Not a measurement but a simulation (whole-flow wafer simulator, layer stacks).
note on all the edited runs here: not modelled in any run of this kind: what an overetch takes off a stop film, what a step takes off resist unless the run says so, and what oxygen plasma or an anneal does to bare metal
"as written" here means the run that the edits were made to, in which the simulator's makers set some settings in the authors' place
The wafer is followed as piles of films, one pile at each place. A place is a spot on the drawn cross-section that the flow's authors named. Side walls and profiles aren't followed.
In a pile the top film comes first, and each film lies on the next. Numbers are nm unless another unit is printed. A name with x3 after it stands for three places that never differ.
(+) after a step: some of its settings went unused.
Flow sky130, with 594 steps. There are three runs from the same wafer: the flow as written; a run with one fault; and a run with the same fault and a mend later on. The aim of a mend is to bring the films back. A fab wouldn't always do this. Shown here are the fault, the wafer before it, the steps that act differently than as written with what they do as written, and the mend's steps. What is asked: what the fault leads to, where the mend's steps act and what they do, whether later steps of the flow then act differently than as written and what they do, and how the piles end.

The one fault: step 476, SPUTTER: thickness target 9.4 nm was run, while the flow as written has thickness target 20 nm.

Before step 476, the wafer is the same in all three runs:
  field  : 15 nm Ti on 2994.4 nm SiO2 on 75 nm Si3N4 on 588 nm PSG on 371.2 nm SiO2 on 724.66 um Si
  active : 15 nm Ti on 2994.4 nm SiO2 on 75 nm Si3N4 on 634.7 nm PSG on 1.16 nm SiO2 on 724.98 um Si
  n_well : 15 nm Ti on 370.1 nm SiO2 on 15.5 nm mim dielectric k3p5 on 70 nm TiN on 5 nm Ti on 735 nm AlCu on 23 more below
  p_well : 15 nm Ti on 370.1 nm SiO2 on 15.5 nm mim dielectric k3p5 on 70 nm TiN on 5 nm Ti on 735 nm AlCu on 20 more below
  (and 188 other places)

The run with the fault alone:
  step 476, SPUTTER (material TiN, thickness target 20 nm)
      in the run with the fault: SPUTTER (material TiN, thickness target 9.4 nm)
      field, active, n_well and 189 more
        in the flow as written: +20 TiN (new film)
        in the run with the fault: +9.4 TiN (new film)
  Steps further on in the flow that do not act as written (not shown: 6 more steps that differ only slightly, by at most 2% or 0.5 nm, whichever is larger):
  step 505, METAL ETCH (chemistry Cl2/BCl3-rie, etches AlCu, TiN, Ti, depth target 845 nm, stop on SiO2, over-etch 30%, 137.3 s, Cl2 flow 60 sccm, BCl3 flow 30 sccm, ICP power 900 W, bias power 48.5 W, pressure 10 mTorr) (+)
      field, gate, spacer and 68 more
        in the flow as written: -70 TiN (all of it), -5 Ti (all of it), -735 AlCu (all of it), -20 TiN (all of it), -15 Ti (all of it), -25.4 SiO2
        in the run with the fault: -70 TiN (all of it), -5 Ti (all of it), -735 AlCu (all of it), -9.4 TiN (all of it), -15 Ti (all of it), -26.4 SiO2
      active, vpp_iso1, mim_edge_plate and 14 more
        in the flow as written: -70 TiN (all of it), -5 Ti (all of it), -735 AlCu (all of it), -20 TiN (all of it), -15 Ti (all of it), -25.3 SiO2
        in the run with the fault: -70 TiN (all of it), -5 Ti (all of it), -735 AlCu (all of it), -9.4 TiN (all of it), -15 Ti (all of it), -26.4 SiO2
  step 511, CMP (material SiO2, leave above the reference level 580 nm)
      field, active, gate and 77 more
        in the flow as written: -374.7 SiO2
        in the run with the fault: -384.2 SiO2
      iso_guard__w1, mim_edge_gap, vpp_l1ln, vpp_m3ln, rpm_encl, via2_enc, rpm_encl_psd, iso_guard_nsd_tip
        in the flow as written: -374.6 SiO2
        in the run with the fault: -384.2 SiO2
  The piles end different from the flow's at n_well, p_well, gate_hv and 102 more by more than 2% or 0.5 nm, whichever is larger.
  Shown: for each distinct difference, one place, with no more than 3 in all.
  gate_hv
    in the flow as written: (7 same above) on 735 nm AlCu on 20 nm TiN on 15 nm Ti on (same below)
    in the run with the fault: (7 same above) on 735 nm AlCu on 9.4 nm TiN on 15 nm Ti on (same below)
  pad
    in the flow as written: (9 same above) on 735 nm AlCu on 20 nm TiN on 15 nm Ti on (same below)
    in the run with the fault: (9 same above) on 735 nm AlCu on 9.4 nm TiN on 15 nm Ti on (same below)
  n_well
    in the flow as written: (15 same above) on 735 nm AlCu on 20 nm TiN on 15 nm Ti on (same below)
    in the run with the fault: (15 same above) on 735 nm AlCu on 9.4 nm TiN on 15 nm Ti on (same below)

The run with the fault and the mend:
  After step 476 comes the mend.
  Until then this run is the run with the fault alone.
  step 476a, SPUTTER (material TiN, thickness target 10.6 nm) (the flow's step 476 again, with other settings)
      field, active, n_well and 189 more
        +10.6 TiN
  Every later step of the flow that is run acts as written at every place that is followed.
  At every place that both follow, the piles at the end match the flow's.
